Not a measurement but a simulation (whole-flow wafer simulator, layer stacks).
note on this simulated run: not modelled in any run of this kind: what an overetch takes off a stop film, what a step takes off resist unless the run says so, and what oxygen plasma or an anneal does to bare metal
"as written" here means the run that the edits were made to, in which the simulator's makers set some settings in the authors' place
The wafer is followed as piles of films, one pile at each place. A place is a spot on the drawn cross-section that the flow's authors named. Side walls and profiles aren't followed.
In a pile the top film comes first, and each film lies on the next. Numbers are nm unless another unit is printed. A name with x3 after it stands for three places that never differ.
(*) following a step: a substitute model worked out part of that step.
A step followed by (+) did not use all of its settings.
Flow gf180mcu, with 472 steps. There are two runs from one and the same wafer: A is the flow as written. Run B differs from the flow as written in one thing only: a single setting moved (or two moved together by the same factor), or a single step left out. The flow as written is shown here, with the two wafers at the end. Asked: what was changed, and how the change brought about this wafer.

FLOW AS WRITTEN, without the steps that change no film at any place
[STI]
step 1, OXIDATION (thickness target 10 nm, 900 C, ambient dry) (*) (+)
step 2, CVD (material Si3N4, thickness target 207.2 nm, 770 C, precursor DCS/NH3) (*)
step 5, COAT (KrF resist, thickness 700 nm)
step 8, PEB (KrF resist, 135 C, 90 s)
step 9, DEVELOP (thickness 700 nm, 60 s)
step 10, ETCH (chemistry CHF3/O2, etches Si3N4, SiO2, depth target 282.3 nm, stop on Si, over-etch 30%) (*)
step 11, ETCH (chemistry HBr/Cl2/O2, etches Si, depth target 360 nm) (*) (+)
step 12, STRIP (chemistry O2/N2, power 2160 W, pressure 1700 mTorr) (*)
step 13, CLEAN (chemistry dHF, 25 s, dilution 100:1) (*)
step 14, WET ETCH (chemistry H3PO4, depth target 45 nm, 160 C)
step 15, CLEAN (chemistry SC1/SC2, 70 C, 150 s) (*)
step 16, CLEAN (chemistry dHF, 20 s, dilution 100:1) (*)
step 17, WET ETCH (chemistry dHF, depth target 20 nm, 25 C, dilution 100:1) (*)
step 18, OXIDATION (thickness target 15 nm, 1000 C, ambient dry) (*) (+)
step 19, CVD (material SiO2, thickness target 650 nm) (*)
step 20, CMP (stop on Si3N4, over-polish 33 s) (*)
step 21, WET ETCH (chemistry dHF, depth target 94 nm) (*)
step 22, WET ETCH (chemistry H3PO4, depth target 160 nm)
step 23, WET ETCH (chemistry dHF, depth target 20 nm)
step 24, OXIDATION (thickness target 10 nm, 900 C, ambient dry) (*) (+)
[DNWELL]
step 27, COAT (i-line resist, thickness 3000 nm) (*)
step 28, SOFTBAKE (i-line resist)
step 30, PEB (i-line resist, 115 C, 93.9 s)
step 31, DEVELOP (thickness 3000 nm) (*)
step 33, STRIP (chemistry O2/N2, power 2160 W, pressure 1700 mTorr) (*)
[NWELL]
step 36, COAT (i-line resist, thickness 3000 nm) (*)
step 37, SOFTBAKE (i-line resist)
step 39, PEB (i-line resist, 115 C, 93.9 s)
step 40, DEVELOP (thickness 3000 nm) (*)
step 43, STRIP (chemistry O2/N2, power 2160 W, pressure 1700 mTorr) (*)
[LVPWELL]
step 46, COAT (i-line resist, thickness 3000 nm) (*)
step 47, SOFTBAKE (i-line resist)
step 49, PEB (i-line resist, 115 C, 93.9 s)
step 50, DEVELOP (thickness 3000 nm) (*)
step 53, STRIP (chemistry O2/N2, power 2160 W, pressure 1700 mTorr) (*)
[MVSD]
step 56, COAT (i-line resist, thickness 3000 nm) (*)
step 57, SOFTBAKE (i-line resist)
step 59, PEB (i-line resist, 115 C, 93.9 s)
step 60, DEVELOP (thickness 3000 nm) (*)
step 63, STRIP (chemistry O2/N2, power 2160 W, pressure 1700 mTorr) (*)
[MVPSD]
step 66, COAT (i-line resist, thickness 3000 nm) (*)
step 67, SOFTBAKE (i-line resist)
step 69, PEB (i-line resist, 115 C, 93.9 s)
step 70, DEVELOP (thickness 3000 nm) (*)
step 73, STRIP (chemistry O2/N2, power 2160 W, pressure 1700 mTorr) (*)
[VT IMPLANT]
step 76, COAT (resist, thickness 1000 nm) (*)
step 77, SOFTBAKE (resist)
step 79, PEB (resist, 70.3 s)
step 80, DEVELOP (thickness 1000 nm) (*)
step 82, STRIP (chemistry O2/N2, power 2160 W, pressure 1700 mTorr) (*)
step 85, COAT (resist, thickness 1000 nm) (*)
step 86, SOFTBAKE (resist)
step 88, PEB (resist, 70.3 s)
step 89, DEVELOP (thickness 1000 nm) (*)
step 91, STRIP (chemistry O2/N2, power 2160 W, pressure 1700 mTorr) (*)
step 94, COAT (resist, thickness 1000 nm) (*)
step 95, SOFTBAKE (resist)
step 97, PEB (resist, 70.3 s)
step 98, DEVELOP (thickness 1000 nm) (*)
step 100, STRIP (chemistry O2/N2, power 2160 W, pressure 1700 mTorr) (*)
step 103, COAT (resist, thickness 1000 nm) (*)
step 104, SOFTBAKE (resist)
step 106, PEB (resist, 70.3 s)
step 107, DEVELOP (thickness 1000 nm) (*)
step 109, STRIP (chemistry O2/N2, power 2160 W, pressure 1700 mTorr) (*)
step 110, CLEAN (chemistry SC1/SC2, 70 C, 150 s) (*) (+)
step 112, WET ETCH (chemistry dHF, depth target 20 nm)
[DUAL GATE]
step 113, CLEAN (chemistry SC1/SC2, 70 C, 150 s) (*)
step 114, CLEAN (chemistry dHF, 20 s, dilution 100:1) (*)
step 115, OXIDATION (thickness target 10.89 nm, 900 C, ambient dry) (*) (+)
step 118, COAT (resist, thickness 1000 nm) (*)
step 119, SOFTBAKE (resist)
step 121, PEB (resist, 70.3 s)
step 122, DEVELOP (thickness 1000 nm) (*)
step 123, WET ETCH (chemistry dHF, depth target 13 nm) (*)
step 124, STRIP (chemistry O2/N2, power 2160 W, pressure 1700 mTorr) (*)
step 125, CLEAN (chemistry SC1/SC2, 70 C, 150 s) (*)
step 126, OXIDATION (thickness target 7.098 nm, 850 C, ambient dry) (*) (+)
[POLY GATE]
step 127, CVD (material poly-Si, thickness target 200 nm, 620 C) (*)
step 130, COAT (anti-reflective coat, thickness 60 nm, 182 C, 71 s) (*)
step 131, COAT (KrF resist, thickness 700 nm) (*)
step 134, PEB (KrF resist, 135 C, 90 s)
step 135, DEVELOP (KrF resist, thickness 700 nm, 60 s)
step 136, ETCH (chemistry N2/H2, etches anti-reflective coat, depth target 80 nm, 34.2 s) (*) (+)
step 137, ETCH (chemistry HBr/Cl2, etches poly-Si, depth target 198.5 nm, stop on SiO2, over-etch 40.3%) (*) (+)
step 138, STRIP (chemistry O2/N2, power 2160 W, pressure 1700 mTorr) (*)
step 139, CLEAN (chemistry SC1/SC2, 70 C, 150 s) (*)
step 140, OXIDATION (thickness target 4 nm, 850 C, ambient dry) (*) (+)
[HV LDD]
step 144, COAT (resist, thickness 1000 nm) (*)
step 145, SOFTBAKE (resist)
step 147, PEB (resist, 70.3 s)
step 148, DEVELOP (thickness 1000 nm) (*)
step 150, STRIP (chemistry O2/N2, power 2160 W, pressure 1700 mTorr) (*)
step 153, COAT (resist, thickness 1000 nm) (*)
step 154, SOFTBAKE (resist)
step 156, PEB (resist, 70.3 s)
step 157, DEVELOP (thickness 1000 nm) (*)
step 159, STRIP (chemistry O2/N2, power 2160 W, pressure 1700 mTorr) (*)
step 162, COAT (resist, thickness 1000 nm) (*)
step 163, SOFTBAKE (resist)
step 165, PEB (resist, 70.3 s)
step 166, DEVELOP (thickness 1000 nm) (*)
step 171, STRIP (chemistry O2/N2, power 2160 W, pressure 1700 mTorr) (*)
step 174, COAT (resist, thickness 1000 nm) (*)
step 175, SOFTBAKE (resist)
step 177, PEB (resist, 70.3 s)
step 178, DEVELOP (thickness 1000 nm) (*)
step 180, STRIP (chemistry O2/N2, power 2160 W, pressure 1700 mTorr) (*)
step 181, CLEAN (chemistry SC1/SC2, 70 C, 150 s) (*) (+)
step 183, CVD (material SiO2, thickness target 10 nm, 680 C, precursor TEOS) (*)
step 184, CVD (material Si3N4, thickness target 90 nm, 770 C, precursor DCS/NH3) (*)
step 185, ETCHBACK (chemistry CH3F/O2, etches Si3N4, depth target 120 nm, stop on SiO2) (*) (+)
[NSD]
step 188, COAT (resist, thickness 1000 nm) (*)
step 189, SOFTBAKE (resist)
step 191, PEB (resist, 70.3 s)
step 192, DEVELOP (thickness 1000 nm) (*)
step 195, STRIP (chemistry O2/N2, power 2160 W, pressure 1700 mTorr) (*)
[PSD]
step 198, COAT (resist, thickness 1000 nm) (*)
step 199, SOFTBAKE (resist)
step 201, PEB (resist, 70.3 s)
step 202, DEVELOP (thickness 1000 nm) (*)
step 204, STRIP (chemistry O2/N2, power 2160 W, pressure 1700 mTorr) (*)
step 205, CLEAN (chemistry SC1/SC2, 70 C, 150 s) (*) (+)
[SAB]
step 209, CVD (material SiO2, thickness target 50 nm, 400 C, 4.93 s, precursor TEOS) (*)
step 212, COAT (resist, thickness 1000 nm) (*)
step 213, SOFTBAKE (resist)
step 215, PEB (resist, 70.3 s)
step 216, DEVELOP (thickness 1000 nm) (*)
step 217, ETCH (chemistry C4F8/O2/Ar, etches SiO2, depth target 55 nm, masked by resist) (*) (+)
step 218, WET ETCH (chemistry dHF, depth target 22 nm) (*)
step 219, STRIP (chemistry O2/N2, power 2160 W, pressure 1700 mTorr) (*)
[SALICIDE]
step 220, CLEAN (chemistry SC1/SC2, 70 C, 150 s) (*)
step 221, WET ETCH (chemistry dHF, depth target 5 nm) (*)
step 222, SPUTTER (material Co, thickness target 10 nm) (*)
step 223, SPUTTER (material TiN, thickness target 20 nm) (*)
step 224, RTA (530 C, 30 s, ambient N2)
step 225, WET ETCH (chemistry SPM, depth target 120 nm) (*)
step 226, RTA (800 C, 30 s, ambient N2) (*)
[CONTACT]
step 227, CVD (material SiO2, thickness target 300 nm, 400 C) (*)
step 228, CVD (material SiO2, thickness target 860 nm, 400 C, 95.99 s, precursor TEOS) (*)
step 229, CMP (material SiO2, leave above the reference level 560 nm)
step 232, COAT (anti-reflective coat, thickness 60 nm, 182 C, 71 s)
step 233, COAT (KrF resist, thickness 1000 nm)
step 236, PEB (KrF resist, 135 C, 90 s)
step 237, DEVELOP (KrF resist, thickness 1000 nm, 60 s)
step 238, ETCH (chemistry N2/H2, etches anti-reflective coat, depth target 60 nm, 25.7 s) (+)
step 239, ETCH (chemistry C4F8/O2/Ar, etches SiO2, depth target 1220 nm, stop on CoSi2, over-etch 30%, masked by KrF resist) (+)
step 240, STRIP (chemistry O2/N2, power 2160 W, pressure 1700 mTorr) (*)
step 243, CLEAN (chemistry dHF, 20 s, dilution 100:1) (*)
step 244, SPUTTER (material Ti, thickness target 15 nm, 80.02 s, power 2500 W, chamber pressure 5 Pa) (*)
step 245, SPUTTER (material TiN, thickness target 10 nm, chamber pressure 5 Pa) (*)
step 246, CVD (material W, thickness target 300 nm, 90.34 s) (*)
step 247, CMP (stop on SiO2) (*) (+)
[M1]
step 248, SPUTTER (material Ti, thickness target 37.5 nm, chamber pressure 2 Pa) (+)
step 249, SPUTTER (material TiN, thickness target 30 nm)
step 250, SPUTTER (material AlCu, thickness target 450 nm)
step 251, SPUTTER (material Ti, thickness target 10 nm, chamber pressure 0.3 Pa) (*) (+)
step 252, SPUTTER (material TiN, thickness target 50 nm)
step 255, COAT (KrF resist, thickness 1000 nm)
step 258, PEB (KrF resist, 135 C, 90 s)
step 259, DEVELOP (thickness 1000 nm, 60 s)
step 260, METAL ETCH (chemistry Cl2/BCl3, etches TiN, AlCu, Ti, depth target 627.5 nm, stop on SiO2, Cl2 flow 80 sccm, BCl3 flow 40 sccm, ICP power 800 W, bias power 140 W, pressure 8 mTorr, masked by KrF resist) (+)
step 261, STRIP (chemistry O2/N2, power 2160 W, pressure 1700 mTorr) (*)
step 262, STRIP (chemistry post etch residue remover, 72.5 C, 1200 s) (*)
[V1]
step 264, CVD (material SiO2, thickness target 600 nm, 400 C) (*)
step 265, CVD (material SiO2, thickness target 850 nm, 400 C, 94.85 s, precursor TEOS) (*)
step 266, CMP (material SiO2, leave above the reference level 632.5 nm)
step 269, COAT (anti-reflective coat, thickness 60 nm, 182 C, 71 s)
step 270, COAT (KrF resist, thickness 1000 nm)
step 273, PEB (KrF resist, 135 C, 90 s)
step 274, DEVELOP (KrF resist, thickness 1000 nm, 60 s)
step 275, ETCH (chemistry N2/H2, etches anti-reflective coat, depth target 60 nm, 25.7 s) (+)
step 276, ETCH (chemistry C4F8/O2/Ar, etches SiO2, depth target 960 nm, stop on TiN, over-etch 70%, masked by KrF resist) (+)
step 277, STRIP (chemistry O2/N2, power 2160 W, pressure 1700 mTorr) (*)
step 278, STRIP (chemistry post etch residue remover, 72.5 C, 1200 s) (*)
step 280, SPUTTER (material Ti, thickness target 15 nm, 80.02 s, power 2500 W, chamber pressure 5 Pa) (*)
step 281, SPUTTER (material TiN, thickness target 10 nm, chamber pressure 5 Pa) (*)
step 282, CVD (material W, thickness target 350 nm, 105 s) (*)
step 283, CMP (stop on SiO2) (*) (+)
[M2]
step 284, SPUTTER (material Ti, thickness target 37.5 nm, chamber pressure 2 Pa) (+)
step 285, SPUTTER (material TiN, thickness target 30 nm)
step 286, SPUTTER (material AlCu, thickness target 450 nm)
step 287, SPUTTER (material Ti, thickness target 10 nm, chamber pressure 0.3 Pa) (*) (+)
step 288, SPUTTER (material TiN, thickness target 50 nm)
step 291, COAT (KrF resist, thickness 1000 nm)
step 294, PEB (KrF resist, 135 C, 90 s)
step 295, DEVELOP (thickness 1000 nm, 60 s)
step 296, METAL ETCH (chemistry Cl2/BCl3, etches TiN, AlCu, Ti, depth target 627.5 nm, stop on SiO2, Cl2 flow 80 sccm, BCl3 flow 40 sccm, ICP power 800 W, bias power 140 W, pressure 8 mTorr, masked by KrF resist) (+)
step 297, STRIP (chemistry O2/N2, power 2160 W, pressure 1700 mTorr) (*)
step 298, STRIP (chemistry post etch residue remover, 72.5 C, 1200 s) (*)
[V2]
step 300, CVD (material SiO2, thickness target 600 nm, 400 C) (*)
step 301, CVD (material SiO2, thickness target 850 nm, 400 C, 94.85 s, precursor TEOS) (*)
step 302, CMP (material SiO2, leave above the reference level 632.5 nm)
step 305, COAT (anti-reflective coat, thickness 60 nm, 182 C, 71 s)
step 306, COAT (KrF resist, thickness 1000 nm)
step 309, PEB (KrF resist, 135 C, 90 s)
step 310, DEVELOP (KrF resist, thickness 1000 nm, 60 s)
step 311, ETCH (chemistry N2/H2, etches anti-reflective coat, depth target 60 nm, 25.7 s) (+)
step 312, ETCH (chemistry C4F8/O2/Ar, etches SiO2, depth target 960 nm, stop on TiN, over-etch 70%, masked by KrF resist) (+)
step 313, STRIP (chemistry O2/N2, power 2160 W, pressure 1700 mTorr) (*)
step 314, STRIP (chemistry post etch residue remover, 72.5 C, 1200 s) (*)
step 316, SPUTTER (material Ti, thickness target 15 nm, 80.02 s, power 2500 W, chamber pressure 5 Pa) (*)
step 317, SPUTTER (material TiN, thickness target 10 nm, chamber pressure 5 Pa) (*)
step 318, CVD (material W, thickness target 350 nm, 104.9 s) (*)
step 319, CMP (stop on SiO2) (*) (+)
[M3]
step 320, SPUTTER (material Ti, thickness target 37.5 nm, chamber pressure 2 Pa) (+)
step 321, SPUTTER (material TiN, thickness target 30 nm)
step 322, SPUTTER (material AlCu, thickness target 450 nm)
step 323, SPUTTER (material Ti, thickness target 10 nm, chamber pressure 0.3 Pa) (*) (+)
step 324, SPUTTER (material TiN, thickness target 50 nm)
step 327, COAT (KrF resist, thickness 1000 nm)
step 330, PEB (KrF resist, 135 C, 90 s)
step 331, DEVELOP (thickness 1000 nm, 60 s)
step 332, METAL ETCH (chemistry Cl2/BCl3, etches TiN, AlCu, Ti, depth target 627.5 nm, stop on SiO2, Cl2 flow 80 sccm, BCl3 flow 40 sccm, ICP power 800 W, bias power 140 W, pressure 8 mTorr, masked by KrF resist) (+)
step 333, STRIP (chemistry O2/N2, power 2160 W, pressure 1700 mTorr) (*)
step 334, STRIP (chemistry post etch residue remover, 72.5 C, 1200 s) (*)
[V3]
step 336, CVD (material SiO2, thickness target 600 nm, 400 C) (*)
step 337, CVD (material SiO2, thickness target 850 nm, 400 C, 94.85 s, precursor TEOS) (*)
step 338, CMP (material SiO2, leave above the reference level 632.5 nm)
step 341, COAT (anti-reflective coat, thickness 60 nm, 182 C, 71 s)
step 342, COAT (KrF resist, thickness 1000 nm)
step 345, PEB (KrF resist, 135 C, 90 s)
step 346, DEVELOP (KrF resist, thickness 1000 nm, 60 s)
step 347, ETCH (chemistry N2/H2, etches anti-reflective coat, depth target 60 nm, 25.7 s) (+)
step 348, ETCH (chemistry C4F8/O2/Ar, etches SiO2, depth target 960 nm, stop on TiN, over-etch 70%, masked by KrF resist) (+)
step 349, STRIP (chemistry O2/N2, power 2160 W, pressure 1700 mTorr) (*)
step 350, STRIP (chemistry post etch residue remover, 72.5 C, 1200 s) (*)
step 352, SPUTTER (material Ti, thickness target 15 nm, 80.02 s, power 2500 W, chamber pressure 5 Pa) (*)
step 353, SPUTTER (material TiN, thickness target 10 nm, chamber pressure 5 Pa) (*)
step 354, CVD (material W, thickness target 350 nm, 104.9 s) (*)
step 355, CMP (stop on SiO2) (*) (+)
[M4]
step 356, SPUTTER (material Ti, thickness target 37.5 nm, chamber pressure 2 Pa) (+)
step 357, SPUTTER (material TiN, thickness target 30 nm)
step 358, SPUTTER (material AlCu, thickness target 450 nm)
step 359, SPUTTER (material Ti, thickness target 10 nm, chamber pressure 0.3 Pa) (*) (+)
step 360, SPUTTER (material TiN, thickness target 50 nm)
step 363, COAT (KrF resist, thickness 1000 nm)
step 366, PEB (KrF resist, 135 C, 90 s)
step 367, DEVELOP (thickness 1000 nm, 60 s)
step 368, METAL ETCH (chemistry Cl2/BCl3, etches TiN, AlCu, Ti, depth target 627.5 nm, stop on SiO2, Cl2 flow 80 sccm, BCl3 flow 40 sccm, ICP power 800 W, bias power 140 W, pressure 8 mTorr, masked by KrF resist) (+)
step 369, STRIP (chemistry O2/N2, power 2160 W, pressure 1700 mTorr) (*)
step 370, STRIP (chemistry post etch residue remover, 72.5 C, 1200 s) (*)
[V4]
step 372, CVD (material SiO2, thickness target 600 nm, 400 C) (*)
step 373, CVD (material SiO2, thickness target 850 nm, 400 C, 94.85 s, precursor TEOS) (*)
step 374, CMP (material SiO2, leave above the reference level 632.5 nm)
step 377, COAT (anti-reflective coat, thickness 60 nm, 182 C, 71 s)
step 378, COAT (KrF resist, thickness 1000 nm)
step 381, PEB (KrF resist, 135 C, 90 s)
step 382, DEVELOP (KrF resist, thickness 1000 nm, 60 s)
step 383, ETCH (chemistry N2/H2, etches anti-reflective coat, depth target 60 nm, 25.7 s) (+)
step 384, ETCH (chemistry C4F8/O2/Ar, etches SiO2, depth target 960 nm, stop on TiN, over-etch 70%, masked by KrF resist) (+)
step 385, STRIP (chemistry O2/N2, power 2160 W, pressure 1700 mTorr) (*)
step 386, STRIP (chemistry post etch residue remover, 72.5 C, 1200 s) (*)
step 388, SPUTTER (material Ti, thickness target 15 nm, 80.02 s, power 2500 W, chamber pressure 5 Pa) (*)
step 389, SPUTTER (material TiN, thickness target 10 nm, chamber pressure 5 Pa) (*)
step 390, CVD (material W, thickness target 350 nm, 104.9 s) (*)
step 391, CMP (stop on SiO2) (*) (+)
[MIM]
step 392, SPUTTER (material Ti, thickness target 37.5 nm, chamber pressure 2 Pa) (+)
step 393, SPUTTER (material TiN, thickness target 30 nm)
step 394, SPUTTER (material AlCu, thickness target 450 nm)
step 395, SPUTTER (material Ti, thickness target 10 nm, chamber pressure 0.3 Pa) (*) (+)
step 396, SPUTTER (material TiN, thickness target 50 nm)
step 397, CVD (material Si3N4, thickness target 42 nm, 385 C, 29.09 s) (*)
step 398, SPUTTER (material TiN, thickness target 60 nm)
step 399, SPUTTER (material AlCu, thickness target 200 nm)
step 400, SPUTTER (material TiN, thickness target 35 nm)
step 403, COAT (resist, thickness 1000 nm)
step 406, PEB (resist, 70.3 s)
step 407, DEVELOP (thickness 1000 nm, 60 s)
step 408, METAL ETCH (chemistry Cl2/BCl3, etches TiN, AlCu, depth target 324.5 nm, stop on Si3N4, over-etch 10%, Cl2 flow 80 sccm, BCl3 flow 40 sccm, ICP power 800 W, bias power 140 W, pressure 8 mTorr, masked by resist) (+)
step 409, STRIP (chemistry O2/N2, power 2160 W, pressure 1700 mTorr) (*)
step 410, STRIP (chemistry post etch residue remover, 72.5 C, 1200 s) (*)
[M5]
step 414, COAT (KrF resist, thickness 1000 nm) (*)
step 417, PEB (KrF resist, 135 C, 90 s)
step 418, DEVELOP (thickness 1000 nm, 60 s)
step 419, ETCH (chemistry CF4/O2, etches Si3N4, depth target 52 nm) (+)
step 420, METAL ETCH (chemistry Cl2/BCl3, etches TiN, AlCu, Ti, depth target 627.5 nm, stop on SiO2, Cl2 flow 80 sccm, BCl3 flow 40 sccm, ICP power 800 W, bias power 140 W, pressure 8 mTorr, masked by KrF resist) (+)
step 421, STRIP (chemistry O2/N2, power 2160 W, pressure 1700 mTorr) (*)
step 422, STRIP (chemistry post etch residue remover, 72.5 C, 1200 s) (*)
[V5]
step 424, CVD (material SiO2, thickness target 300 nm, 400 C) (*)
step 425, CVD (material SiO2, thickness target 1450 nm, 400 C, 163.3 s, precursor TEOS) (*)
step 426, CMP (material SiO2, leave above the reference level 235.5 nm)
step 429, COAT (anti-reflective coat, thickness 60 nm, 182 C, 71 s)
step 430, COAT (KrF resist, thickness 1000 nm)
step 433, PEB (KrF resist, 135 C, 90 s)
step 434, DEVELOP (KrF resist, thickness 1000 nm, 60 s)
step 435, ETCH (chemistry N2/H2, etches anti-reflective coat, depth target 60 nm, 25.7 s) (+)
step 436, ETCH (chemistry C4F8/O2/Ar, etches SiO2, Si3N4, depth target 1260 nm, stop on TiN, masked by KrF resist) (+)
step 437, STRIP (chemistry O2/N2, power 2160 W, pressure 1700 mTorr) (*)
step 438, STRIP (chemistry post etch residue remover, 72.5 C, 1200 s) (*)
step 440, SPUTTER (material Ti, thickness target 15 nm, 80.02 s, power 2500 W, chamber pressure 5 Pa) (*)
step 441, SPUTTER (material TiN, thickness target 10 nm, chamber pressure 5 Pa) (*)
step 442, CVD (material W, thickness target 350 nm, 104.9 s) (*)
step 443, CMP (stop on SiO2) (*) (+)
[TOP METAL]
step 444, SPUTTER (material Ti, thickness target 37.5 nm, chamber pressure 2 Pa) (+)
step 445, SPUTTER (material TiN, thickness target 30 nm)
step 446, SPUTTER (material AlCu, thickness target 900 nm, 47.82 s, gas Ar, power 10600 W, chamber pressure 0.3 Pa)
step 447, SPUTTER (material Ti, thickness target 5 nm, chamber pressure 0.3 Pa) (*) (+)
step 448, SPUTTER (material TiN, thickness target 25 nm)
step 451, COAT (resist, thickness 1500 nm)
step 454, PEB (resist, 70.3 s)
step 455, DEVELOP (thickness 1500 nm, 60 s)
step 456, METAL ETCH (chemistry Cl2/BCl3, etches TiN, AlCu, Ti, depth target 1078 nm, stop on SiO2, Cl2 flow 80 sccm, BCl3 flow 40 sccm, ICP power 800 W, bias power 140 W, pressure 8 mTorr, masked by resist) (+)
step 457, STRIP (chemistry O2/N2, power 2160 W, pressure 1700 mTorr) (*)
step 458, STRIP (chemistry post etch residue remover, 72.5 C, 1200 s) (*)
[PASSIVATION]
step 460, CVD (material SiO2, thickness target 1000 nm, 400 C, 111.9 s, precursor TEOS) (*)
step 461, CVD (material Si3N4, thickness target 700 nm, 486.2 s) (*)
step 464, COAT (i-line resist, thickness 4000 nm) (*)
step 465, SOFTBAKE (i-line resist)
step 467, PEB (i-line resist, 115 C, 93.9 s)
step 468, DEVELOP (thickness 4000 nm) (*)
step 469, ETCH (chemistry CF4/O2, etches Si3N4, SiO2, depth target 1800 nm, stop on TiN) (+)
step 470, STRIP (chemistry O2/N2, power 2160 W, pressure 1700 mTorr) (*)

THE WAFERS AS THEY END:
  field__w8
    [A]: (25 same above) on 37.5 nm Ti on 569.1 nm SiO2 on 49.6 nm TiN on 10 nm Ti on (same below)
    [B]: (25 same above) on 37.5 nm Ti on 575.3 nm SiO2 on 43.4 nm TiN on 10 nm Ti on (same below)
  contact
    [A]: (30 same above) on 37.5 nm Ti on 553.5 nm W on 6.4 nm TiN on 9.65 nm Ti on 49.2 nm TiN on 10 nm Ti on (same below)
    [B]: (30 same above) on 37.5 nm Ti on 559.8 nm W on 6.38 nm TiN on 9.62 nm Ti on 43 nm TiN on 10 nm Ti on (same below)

Cause: step 288, SPUTTER: thickness target 43.8 nm was run, while the flow as written has thickness target 50 nm.

The path from the change to this, step by step:
  step 288, SPUTTER (material TiN, thickness target 50 nm)
      field, field__w1, field__w2 and 108 more: A TiN gains 50 (new film) | B TiN gains 43.8 (new film)
  step 296, METAL ETCH (chemistry Cl2/BCl3, etches TiN, AlCu, Ti, depth target 627.5 nm, stop on SiO2, Cl2 flow 80 sccm, BCl3 flow 40 sccm, ICP power 800 W, bias power 140 W, pressure 8 mTorr, masked by KrF resist) (+)
      field, field__w1, field__w2 and 103 more: A TiN loses 50 (all of it), Ti loses 10 (all of it), AlCu loses 450 (all of it), TiN loses 30 (all of it), Ti loses 37.5 (all of it) | B TiN loses 43.8 (all of it), Ti loses 10 (all of it), AlCu loses 450 (all of it), TiN loses 30 (all of it), Ti loses 37.5 (all of it)
